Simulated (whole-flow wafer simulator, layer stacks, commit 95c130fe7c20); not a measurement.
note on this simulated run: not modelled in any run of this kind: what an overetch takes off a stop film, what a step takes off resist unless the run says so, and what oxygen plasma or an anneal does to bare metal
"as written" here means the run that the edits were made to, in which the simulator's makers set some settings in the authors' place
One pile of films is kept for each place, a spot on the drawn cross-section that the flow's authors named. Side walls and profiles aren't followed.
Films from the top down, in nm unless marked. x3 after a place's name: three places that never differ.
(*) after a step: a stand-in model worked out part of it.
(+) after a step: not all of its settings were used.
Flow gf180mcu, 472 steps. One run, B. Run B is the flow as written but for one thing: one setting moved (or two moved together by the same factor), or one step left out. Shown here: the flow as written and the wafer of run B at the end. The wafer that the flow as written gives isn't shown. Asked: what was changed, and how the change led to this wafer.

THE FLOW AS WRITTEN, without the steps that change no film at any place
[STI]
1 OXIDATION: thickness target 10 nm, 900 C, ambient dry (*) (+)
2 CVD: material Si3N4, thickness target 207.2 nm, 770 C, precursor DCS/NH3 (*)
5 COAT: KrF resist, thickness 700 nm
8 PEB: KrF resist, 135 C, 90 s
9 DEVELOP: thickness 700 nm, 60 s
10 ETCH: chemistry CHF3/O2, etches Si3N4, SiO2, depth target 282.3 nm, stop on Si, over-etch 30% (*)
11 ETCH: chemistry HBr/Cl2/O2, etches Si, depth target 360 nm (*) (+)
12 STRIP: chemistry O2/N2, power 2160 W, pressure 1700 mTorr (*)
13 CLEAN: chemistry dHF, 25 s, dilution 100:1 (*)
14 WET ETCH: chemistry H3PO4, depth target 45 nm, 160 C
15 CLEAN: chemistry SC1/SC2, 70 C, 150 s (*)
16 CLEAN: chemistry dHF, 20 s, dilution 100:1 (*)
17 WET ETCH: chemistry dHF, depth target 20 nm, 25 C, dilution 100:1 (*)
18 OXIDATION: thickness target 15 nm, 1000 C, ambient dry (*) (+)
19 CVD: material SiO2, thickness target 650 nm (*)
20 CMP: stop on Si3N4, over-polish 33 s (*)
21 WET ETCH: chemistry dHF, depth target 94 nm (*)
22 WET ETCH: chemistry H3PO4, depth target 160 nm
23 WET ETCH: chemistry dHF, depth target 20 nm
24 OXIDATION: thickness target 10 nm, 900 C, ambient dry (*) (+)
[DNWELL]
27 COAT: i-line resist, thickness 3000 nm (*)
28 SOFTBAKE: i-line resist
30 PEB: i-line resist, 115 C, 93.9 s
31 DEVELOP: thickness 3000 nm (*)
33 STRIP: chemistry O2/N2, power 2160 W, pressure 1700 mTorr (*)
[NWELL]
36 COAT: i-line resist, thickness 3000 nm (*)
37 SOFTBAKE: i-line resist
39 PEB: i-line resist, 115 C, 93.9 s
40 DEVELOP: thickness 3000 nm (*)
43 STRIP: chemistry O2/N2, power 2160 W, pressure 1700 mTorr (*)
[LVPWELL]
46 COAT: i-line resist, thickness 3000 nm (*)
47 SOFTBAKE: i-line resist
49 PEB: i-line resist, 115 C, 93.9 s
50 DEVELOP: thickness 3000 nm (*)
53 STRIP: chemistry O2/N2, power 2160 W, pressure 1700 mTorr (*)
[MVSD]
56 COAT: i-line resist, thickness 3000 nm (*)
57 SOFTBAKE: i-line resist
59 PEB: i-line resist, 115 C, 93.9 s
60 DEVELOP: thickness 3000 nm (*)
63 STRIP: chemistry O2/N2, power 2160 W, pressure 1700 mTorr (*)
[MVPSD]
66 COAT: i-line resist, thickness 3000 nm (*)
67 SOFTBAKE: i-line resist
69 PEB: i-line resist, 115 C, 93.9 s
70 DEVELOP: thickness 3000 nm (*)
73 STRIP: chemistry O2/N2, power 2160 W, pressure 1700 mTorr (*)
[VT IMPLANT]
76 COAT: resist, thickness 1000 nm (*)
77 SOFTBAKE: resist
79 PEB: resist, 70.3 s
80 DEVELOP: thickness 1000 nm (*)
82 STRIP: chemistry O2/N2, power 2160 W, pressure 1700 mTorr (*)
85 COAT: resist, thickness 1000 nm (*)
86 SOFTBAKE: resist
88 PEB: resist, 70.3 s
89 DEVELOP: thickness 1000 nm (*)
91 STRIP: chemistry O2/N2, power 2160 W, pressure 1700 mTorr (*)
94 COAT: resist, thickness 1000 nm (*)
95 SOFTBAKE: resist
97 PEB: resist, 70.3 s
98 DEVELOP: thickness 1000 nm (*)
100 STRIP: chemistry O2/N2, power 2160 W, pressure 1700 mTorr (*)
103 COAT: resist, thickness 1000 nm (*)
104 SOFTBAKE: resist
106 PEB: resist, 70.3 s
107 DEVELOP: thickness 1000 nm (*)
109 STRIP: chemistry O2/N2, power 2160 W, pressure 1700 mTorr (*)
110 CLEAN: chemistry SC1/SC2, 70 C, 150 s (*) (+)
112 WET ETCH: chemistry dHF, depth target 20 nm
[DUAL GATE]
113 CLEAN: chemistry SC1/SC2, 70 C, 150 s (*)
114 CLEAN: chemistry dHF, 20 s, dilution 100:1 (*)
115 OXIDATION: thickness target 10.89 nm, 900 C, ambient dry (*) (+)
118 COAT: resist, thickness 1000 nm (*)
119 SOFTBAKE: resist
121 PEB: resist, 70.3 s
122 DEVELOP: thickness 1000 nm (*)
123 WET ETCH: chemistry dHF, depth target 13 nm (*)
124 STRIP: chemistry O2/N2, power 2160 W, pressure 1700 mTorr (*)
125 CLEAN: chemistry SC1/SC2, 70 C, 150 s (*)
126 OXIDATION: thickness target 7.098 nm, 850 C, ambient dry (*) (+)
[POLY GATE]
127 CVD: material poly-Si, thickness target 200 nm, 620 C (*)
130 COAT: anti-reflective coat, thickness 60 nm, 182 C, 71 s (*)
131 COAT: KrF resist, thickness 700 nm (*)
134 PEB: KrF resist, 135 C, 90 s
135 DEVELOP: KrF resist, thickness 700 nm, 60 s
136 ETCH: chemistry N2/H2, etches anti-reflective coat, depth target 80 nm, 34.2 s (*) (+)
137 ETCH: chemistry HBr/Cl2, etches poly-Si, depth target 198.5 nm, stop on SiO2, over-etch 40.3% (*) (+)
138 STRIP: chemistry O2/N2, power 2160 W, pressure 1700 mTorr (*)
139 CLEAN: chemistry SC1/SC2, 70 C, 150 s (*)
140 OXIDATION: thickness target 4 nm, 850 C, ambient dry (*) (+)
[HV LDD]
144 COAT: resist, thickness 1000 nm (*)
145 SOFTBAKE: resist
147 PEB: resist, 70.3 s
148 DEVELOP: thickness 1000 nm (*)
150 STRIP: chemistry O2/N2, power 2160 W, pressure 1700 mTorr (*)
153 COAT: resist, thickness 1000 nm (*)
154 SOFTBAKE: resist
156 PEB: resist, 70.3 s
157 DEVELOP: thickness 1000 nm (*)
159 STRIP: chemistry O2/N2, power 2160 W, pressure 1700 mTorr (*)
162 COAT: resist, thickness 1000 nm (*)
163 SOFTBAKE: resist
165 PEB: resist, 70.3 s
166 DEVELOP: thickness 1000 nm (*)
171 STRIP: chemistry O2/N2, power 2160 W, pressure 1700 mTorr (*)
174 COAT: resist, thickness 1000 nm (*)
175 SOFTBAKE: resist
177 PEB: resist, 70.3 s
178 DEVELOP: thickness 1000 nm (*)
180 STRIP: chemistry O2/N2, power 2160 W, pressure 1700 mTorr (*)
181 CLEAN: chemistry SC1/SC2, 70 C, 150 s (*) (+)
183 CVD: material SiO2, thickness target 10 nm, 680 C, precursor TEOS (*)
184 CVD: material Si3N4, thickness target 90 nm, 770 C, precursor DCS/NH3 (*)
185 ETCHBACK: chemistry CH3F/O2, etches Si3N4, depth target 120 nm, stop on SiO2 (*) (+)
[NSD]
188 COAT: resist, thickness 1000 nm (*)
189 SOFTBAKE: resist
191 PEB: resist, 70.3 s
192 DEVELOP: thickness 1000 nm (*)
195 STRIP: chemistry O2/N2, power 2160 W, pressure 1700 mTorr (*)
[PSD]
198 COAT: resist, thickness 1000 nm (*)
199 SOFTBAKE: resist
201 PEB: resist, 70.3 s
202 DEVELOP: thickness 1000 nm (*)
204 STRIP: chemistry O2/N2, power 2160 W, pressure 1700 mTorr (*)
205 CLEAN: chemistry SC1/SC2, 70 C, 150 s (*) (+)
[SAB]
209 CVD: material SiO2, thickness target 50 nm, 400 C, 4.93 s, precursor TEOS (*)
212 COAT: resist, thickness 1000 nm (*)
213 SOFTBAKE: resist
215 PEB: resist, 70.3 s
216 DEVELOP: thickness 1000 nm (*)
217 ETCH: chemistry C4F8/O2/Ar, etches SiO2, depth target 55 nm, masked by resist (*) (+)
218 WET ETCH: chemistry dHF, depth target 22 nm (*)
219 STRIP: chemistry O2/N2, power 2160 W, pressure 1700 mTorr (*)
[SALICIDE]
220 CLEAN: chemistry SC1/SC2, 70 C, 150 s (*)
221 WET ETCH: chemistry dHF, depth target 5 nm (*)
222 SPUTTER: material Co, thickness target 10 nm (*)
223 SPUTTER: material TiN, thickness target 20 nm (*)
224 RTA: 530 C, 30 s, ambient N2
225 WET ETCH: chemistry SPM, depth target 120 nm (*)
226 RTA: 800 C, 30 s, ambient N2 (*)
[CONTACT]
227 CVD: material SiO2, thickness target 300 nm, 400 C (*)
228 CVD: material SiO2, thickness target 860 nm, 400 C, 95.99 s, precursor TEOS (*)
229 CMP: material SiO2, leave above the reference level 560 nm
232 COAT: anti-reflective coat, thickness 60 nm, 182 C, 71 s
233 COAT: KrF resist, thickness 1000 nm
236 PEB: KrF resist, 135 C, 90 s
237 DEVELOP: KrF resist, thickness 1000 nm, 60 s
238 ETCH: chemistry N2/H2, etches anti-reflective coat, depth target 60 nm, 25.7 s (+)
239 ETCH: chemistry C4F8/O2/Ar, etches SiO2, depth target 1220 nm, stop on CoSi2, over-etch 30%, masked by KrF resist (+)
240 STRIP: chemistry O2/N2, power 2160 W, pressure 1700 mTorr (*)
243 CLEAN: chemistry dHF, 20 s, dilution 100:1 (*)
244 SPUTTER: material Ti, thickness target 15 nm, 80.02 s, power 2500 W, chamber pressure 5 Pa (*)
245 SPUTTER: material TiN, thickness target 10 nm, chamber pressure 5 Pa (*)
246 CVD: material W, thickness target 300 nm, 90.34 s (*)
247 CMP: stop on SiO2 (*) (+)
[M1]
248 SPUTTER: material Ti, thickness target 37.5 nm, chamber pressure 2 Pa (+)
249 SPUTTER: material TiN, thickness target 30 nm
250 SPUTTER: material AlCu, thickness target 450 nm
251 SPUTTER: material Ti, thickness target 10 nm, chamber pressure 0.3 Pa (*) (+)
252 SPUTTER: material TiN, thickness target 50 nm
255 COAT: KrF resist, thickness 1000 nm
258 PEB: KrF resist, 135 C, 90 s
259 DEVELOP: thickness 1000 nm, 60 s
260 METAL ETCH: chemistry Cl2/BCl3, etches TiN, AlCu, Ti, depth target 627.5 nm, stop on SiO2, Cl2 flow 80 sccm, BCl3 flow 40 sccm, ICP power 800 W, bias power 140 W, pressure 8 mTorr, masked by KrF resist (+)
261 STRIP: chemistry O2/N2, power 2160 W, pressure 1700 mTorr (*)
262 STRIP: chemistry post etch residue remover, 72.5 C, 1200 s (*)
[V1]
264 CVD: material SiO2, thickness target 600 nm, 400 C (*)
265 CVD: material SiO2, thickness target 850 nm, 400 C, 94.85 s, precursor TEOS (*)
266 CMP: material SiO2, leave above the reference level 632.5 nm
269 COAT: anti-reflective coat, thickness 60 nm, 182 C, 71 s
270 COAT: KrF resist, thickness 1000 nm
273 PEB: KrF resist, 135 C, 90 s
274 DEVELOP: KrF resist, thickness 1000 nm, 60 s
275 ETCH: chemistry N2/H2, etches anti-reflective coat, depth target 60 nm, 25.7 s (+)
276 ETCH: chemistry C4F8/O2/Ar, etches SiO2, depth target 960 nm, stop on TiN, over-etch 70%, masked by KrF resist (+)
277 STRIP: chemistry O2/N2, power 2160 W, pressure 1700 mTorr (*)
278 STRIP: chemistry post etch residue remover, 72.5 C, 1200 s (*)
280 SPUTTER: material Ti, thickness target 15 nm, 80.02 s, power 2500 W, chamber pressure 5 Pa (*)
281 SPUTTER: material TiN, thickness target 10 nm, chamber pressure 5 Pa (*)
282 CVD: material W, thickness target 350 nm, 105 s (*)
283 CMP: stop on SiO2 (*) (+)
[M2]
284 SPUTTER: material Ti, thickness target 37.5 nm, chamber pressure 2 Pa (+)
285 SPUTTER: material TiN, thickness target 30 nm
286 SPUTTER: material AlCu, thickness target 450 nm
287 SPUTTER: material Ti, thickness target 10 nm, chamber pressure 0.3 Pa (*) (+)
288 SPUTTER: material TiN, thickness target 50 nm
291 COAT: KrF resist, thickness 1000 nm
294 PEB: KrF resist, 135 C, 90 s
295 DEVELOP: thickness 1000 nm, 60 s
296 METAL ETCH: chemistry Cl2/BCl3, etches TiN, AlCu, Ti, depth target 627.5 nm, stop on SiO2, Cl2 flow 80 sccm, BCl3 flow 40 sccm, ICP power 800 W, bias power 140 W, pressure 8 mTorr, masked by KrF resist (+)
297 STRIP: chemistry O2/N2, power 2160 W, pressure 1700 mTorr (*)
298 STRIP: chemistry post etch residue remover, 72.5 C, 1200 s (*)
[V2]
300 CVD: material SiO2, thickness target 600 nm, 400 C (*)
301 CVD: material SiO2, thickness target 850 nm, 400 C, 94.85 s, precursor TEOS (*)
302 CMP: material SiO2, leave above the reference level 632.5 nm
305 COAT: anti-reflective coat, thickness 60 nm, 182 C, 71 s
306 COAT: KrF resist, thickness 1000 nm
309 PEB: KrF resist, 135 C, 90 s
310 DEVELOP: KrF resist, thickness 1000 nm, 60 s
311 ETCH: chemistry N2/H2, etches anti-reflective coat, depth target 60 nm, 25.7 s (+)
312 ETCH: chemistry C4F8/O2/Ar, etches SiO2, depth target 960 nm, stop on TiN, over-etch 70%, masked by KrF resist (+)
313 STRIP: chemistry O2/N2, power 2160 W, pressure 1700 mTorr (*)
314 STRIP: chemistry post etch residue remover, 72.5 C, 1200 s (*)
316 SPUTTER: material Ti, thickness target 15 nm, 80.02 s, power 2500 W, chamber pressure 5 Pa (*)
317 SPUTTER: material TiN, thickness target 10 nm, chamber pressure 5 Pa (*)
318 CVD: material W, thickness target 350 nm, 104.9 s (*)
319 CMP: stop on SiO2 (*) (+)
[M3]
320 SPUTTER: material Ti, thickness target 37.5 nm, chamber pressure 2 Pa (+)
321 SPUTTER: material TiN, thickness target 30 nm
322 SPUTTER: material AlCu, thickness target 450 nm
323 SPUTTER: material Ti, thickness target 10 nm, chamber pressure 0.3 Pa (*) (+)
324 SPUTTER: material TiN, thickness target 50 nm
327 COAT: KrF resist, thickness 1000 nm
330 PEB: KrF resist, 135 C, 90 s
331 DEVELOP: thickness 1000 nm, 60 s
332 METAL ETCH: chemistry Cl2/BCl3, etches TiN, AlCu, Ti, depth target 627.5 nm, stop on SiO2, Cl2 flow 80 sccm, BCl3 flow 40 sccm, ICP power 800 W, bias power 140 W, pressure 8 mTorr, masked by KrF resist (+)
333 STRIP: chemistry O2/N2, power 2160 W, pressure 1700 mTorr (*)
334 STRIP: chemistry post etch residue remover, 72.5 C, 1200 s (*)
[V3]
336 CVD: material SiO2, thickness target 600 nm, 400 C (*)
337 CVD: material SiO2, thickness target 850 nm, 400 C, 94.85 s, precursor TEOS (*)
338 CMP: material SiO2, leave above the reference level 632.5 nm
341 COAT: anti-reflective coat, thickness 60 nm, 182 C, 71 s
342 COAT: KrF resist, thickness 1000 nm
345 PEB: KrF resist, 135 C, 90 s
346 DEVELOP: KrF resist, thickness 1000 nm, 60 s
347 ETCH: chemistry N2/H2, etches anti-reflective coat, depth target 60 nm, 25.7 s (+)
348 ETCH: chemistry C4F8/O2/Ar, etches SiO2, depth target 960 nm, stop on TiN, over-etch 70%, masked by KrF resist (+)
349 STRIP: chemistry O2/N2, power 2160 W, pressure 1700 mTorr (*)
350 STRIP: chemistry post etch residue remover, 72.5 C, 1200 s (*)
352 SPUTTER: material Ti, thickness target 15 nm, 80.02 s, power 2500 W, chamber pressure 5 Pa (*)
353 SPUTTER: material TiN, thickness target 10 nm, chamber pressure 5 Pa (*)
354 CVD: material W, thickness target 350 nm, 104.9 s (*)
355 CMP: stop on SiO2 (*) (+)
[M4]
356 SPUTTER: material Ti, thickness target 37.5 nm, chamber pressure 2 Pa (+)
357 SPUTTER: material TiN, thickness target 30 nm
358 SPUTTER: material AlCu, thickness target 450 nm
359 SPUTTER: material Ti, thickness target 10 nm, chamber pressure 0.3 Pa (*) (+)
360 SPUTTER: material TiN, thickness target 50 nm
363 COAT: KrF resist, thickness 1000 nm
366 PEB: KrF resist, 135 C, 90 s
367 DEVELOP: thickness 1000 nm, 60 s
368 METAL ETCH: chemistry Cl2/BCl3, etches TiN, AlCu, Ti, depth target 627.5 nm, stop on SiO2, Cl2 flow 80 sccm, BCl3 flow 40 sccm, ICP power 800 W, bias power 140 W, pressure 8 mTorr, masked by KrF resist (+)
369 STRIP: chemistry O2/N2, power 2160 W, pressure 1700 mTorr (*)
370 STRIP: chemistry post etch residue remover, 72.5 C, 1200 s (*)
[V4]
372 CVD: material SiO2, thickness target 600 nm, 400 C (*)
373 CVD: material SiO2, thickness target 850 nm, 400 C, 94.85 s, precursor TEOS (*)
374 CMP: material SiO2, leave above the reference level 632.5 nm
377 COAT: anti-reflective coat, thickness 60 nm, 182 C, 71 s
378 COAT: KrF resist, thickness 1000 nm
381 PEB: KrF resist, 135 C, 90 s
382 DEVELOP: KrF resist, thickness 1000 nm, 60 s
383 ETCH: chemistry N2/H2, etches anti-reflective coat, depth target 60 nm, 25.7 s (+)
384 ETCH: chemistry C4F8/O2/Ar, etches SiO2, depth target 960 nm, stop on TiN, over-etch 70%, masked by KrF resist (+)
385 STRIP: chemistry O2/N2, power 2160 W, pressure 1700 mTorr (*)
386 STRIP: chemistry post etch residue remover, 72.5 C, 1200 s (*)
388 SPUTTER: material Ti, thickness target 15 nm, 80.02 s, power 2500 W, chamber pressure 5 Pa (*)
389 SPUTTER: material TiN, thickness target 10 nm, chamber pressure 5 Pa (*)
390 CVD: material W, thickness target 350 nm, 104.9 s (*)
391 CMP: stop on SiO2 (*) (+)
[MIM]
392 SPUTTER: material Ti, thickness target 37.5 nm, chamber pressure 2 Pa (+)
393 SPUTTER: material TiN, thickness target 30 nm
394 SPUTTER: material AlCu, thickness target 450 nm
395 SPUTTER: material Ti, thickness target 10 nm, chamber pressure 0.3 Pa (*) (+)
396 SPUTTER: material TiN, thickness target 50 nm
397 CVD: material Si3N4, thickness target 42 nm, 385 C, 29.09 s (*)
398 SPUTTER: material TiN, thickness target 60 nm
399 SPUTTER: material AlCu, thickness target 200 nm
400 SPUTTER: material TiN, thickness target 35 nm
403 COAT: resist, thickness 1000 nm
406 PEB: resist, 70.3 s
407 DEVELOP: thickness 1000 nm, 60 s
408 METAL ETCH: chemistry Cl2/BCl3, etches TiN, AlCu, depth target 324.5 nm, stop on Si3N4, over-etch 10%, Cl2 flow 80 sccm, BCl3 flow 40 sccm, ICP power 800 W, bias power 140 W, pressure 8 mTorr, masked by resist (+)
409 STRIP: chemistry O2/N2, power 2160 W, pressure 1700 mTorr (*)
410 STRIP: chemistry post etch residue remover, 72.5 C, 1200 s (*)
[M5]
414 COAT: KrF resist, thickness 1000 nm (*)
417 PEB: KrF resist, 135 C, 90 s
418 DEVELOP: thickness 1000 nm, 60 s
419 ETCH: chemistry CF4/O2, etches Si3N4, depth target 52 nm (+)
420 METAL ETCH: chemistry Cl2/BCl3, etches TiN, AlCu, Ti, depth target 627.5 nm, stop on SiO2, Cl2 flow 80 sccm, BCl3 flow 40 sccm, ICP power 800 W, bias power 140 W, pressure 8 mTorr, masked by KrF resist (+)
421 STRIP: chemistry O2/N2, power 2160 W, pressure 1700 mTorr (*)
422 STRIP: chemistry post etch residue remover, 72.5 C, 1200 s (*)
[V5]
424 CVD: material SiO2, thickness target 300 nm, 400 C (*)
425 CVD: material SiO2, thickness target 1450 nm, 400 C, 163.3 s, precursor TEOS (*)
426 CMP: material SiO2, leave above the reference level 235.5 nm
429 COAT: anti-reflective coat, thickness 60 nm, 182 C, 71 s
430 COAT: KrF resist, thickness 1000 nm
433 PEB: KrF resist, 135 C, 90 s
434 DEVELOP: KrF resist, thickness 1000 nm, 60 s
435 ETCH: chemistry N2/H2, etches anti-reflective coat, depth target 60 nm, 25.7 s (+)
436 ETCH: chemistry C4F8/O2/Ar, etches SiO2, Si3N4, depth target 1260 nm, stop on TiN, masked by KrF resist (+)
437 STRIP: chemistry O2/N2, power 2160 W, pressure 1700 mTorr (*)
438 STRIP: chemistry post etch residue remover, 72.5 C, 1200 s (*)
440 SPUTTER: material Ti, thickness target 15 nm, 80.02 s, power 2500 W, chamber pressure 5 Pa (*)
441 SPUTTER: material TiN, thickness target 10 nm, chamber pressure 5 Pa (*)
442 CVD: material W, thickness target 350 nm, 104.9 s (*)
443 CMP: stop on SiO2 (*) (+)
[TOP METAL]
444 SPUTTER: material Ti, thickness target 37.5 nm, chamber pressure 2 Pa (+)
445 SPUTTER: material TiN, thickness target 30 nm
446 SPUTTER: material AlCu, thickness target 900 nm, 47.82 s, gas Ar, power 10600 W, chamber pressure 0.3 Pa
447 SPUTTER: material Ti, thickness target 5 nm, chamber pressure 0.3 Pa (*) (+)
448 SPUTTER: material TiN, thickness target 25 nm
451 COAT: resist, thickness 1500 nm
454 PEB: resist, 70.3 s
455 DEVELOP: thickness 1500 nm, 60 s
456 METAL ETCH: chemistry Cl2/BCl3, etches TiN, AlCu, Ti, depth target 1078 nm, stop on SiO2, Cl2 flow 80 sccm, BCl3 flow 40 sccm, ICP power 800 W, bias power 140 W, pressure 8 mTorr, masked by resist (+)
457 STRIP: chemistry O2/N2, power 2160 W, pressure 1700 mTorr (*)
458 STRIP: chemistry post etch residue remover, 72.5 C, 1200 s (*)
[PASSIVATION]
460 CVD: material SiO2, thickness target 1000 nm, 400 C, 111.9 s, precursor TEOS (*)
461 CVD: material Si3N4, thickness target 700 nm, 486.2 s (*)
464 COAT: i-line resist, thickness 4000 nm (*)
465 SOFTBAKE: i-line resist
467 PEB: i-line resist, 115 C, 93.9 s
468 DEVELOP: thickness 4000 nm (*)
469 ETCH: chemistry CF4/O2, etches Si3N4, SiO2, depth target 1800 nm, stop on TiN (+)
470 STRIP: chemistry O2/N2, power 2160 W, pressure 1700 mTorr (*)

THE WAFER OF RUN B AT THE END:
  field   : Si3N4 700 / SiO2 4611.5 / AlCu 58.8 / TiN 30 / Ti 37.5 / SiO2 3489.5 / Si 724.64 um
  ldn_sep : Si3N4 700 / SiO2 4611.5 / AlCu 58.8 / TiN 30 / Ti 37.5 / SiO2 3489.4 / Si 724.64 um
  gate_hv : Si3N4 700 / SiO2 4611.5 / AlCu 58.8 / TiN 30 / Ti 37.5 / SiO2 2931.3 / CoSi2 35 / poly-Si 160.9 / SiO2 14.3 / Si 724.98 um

The cause: step 332, METAL ETCH: depth target 445.5 nm was run, where the flow has depth target 627.5 nm.

How the change led to this, step by step:
  332 METAL ETCH: chemistry Cl2/BCl3, etches TiN, AlCu, Ti, depth target 627.5 nm, stop on SiO2, Cl2 flow 80 sccm, BCl3 flow 40 sccm, ICP power 800 W, bias power 140 W, pressure 8 mTorr, masked by KrF resist (+)
      field, field__w1, field__w2 and 103 more: TiN -50 (all of it), Ti -10 (all of it), AlCu -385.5 (as written it would be: TiN -50 (all of it), Ti -10 (all of it), AlCu -450 (all of it), TiN -30 (all of it), Ti -37.5 (all of it))
      field__w8, contact, m1, m1__w1, m1_nw: KrF resist -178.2 (as written it would be: KrF resist -251)
  333 STRIP: chemistry O2/N2, power 2160 W, pressure 1700 mTorr (*)
      field__w8, contact, m1, m1__w1, m1_nw: KrF resist -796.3 (all of it) (as written it would be: KrF resist -723.5 (all of it))
  334 STRIP: chemistry post etch residue remover, 72.5 C, 1200 s (*)
      field, field__w1, field__w2 and 103 more: AlCu -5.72 (as written it would be: nothing)
  336 CVD: material SiO2, thickness target 600 nm, 400 C (*)
      field, field__w1, field__w2 and 103 more: SiO2 +600 (new film) (as written it would be: SiO2 +600)
  338 CMP: material SiO2, leave above the reference level 632.5 nm
      field, field__w1, field__w2 and 103 more: SiO2 -426.3 (as written it would be: SiO2 -300)
Counting metal films that touch as one body, field has 1 body; the flow as written gives 0 bodies.
Counting metal films that touch as one body, ldn_sep has 1 body; the flow as written gives 0 bodies.
Counting metal films that touch as one body, gate_hv has 2 bodies (between them, from the top down: SiO2 2931.3); the flow as written gives 1 body.
